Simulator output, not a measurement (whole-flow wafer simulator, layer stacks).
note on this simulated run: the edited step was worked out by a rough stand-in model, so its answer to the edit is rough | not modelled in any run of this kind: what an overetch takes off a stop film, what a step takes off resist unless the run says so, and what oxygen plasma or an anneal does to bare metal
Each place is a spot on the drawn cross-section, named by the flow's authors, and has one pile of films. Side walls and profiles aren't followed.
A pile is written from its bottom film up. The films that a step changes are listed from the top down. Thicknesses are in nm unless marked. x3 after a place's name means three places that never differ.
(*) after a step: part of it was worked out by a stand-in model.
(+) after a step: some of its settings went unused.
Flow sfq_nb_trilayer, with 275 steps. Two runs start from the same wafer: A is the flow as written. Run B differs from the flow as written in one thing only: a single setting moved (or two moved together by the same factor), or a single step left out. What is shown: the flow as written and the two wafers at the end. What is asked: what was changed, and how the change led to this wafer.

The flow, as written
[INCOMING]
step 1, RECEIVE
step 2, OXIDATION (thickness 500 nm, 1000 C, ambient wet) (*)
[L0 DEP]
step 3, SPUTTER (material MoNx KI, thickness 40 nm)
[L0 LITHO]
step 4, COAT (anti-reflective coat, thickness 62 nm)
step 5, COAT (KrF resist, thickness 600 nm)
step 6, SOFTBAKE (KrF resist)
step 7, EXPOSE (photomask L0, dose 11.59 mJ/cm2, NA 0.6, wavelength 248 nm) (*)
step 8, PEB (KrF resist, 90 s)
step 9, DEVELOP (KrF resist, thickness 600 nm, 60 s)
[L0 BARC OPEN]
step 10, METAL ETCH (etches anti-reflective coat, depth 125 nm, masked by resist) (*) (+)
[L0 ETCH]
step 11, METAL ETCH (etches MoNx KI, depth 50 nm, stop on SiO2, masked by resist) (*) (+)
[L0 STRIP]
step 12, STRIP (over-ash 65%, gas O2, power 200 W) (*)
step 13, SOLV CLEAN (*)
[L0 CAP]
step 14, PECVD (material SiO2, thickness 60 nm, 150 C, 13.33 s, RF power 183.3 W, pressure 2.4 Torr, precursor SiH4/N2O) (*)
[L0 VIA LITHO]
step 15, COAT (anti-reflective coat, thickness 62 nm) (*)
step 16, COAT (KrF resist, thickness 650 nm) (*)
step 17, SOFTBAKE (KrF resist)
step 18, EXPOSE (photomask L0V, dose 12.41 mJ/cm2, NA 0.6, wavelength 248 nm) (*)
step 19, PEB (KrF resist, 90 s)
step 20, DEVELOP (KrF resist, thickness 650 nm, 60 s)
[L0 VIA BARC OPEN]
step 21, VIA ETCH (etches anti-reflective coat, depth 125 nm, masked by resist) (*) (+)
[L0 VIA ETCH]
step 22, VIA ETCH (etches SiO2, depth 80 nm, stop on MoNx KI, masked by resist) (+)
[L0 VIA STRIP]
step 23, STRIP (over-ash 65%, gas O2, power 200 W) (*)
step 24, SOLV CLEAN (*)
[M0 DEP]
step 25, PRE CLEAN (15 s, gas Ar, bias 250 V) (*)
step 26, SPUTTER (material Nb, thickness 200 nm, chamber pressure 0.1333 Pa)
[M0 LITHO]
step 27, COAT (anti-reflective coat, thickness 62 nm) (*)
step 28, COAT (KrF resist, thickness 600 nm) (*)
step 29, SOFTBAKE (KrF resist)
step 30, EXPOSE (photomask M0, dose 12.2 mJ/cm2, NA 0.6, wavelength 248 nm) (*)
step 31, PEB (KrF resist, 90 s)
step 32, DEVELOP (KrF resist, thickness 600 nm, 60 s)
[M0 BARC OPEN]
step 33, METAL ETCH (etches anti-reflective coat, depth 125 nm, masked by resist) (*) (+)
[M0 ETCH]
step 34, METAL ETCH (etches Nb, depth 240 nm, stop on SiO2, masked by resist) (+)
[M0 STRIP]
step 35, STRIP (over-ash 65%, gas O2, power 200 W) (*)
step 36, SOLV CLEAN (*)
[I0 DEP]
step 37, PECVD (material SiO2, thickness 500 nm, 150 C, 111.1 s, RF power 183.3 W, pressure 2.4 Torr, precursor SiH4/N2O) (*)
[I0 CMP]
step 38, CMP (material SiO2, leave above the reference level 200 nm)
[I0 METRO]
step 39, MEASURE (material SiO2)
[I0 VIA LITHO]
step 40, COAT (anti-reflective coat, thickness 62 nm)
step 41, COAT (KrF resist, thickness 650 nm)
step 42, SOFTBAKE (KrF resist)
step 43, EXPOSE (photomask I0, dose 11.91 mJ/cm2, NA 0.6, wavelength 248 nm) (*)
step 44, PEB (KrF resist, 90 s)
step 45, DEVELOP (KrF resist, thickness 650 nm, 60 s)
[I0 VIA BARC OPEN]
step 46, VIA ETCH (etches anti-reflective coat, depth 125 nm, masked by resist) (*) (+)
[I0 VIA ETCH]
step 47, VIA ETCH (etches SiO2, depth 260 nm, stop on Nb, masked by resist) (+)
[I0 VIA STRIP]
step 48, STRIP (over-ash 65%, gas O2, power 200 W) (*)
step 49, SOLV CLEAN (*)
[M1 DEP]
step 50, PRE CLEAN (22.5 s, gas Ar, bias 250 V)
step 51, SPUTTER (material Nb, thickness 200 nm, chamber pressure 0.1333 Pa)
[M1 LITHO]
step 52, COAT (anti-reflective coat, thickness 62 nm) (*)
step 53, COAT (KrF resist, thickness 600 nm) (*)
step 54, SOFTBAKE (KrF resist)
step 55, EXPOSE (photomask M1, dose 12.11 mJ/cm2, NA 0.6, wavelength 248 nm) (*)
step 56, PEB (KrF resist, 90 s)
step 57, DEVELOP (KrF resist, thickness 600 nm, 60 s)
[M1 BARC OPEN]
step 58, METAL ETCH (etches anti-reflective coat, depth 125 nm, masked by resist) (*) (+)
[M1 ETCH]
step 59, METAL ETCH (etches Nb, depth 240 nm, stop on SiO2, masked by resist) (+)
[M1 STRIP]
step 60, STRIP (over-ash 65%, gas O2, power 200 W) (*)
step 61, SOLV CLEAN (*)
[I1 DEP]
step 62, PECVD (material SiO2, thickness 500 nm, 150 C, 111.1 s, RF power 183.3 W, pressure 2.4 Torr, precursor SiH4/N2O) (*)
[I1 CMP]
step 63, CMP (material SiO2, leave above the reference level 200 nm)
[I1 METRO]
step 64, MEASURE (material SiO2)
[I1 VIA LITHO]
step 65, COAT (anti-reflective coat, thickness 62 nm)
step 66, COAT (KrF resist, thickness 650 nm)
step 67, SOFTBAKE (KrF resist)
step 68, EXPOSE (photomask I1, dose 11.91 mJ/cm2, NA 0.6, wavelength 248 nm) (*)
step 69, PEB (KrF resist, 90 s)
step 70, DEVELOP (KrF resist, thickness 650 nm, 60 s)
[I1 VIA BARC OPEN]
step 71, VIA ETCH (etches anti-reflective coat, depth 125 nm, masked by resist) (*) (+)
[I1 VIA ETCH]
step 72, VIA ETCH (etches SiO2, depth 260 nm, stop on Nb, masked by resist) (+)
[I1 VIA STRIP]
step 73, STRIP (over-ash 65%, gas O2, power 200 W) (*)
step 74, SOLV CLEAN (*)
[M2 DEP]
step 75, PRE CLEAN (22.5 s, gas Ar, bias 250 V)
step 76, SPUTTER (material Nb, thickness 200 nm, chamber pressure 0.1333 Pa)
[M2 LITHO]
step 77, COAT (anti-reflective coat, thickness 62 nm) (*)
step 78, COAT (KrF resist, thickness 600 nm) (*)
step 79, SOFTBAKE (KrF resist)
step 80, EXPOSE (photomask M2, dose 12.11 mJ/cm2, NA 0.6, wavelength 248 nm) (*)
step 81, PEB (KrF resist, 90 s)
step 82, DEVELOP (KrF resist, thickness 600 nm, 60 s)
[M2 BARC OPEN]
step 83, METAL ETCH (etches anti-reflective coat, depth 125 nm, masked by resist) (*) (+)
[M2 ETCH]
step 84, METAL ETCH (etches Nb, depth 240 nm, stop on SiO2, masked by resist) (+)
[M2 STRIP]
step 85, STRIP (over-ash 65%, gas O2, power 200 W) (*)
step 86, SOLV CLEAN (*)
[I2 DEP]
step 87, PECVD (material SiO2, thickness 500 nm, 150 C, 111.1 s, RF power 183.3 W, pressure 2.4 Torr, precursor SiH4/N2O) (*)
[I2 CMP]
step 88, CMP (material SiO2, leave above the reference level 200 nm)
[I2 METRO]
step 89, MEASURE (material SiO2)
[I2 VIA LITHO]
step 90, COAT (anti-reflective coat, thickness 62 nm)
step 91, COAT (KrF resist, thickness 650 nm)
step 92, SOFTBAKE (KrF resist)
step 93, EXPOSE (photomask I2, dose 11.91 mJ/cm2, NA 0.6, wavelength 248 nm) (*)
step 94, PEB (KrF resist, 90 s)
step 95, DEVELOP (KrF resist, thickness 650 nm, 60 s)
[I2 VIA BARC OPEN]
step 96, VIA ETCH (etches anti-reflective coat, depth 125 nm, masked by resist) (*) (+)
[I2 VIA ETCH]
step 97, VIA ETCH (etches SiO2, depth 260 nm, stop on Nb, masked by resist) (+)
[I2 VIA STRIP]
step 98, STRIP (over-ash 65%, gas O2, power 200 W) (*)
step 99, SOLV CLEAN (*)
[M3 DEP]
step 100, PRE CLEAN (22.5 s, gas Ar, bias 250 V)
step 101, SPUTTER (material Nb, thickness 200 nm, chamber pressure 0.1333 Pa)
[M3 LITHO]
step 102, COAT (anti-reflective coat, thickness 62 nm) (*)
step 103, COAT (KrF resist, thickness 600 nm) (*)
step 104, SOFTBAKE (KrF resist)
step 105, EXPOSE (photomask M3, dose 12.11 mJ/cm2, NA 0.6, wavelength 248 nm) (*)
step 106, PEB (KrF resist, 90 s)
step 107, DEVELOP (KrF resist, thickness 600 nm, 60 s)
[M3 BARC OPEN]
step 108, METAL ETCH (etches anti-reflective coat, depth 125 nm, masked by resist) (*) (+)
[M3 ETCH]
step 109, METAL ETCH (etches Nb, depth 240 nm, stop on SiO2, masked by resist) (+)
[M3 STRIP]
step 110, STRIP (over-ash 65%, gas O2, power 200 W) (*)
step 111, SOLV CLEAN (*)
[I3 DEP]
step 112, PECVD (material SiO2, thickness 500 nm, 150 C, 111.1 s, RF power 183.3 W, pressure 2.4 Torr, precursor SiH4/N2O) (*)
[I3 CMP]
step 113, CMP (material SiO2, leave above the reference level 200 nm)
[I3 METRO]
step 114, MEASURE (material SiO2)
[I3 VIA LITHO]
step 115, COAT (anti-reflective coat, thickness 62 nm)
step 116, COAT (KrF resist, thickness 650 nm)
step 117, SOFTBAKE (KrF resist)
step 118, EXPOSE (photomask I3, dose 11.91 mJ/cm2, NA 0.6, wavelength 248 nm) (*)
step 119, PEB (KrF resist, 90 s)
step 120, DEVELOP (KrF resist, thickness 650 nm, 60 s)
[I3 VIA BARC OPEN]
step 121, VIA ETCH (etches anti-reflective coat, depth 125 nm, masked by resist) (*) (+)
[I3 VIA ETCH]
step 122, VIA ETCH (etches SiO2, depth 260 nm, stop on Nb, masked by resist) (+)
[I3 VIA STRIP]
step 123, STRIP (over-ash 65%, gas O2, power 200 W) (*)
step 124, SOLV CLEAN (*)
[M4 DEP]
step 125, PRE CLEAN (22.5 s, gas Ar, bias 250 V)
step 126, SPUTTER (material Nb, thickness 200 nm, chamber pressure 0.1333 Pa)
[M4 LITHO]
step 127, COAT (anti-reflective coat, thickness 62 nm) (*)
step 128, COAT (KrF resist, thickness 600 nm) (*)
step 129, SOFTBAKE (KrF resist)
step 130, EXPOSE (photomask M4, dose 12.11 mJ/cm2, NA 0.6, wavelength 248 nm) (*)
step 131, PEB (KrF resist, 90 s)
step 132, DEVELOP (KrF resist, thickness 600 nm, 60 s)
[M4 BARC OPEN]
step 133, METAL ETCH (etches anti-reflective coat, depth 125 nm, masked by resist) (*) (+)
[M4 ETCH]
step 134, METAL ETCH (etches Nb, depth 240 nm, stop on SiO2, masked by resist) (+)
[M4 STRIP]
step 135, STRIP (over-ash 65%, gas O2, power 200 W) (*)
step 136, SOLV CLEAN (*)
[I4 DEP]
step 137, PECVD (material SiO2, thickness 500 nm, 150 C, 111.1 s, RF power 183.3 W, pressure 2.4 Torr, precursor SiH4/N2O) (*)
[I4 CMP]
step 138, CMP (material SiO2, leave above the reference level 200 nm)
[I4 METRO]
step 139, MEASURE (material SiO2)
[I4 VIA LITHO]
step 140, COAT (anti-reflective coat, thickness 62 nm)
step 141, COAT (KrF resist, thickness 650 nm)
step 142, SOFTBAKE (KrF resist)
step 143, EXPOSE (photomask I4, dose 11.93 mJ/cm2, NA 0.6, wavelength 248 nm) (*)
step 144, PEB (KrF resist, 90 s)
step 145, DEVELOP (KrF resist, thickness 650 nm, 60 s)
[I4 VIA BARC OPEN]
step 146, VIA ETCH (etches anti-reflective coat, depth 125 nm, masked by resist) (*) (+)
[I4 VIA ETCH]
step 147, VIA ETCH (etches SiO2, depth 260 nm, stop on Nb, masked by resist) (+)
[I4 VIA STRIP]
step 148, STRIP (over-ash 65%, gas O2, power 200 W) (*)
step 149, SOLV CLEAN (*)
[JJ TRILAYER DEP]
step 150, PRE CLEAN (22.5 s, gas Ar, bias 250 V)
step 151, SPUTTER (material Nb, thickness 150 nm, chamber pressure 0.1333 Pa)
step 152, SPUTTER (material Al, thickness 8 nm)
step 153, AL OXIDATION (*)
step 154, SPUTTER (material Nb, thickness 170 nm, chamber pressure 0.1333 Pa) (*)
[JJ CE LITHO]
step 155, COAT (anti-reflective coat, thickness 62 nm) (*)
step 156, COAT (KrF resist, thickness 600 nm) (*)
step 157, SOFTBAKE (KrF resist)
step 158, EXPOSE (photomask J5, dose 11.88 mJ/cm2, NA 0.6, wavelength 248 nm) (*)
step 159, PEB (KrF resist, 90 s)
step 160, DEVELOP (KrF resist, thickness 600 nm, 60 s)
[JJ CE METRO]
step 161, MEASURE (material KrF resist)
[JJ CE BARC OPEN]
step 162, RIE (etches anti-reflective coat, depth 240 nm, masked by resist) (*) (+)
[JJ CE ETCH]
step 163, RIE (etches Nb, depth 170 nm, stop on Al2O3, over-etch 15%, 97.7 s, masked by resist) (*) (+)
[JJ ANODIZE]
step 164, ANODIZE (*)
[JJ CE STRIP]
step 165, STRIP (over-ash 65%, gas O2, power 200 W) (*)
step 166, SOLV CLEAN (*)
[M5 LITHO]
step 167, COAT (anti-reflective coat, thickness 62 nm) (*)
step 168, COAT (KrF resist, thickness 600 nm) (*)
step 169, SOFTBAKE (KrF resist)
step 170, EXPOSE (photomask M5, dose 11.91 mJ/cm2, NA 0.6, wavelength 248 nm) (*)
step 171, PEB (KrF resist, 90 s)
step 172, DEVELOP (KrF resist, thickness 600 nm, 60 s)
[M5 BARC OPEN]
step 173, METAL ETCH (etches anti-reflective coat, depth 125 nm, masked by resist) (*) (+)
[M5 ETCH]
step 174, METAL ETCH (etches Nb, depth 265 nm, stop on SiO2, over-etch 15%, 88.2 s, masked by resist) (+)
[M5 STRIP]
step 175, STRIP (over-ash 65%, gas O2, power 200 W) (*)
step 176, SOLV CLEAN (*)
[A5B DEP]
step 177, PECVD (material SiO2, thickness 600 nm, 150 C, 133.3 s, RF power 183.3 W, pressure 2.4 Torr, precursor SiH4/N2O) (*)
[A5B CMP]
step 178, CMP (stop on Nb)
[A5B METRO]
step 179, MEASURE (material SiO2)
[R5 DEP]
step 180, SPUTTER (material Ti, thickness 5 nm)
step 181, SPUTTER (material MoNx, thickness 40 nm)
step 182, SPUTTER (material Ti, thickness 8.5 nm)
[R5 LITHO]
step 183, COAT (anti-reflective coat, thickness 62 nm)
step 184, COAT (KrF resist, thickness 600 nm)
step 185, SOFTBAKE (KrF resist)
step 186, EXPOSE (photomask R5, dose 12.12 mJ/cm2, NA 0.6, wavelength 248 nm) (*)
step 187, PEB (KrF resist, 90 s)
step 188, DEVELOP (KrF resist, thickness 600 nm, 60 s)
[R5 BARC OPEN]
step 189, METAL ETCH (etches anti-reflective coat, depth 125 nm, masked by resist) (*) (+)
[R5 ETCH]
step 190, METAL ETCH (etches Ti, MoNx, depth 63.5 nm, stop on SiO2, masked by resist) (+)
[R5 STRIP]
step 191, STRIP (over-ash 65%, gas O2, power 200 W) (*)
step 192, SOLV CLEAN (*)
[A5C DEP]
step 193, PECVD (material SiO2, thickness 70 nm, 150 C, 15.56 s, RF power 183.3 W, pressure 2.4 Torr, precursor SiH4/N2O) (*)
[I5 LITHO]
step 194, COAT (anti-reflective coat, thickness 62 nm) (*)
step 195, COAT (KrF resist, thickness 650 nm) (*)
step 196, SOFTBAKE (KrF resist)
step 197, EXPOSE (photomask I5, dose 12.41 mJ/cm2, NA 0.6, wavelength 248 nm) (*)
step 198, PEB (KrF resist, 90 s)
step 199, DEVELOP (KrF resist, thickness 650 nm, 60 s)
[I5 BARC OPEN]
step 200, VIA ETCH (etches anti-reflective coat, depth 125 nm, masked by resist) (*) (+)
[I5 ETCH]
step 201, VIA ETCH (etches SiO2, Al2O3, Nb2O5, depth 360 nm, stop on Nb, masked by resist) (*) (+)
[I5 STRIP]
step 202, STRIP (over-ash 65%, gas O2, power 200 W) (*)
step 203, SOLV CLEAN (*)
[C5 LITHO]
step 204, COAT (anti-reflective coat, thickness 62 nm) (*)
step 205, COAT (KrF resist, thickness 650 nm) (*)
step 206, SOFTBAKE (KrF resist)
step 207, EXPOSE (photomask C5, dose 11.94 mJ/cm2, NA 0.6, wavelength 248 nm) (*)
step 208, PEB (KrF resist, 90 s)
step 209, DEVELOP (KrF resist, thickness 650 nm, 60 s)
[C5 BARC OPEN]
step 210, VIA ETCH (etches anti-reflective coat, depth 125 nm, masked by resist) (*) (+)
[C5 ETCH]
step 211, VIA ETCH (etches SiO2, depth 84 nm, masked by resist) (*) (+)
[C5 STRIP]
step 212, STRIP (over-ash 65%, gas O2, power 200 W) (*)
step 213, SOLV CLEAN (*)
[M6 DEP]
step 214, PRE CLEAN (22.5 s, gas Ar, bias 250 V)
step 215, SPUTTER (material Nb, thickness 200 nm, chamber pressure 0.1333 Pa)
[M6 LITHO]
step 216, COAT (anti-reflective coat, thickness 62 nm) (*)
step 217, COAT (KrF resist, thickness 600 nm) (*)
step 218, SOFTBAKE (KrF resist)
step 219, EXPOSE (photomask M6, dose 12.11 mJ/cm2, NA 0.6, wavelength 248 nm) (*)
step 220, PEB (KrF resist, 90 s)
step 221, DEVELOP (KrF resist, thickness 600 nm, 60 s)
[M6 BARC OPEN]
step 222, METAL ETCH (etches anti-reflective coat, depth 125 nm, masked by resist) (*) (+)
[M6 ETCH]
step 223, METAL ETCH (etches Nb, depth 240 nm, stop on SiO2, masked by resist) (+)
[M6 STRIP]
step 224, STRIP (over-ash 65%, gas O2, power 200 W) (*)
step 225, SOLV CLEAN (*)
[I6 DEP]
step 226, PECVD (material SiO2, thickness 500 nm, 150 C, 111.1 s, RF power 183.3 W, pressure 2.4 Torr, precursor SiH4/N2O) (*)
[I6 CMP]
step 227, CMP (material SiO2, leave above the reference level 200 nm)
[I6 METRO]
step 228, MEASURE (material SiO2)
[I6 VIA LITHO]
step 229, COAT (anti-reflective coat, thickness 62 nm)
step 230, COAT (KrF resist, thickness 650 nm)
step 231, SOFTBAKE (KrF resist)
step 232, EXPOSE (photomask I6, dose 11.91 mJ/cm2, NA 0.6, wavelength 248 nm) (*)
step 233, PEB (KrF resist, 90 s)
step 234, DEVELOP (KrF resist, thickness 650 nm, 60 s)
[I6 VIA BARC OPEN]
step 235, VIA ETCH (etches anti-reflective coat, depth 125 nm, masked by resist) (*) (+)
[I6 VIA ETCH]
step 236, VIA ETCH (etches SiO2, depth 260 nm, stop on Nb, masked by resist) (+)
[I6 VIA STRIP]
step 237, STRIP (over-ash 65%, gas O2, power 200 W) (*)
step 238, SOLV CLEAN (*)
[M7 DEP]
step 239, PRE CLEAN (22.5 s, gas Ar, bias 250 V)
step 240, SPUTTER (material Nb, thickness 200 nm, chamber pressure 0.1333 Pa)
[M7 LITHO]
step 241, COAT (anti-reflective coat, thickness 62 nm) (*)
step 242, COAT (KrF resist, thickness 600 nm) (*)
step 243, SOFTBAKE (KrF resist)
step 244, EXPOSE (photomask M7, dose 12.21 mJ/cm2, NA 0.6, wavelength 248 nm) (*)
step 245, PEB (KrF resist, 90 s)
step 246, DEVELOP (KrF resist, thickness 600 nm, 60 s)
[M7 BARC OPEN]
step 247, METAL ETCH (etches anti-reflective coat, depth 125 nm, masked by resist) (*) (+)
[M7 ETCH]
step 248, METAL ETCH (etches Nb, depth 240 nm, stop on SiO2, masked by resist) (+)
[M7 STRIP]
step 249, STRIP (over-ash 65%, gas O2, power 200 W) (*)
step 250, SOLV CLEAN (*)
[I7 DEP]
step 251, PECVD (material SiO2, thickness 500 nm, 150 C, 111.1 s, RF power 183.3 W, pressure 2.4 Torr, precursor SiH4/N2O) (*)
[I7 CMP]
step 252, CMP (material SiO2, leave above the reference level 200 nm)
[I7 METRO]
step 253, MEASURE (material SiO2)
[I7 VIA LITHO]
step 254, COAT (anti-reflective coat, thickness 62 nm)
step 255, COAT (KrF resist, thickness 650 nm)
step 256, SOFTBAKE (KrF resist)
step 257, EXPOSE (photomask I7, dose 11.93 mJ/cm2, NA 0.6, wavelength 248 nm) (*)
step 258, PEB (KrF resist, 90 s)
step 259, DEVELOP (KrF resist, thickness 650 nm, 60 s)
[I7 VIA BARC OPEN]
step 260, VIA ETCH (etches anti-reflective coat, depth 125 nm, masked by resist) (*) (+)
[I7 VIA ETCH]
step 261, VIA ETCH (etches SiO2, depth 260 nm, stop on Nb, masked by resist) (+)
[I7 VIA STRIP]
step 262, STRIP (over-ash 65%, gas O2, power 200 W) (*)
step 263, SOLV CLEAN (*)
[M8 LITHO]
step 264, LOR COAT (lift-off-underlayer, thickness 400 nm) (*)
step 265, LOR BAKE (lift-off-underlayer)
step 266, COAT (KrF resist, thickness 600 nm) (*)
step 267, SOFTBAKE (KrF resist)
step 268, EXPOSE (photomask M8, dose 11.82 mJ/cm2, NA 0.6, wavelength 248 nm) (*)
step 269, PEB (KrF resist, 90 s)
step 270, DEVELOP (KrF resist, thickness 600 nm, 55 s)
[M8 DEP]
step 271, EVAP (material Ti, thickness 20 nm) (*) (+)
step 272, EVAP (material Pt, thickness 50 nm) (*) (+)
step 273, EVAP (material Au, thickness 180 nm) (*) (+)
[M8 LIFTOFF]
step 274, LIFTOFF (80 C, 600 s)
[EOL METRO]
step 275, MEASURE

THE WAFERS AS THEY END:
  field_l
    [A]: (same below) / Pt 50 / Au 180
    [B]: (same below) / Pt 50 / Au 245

What caused this: step 273, EVAP: thickness 245 nm was run, whereas the flow has thickness 180 nm.
One can read it off the wafer: field_l has Au 245, and step 273 as written asks for 180 nm.

Step by step, how the change led to this:
  step 273, EVAP (material Au, thickness 180 nm) (*) (+)
      field_l, v_sur, via_wl and 103 more: A +180 Au (new film) | B +245 Au (new film)
  step 274, LIFTOFF (80 C, 600 s)
      p4_fl x3, p4_w1 x9, p4_g1 x2 and 60 more: A -180 Au (all of it), -50 Pt (all of it), -20 Ti (all of it), -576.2 KrF resist (all of it), -400 lift-off-underlayer (all of it) | B -245 Au (all of it), -50 Pt (all of it), -20 Ti (all of it), -576.2 KrF resist (all of it), -400 lift-off-underlayer (all of it)
      c5j, ce_r: A -180 Au (all of it), -50 Pt (all of it), -20 Ti (all of it), -573.3 KrF resist (all of it), -399.3 lift-off-underlayer (all of it) | B -245 Au (all of it), -50 Pt (all of it), -20 Ti (all of it), -573.3 KrF resist (all of it), -399.3 lift-off-underlayer (all of it)
      (and at 19 other places as well)
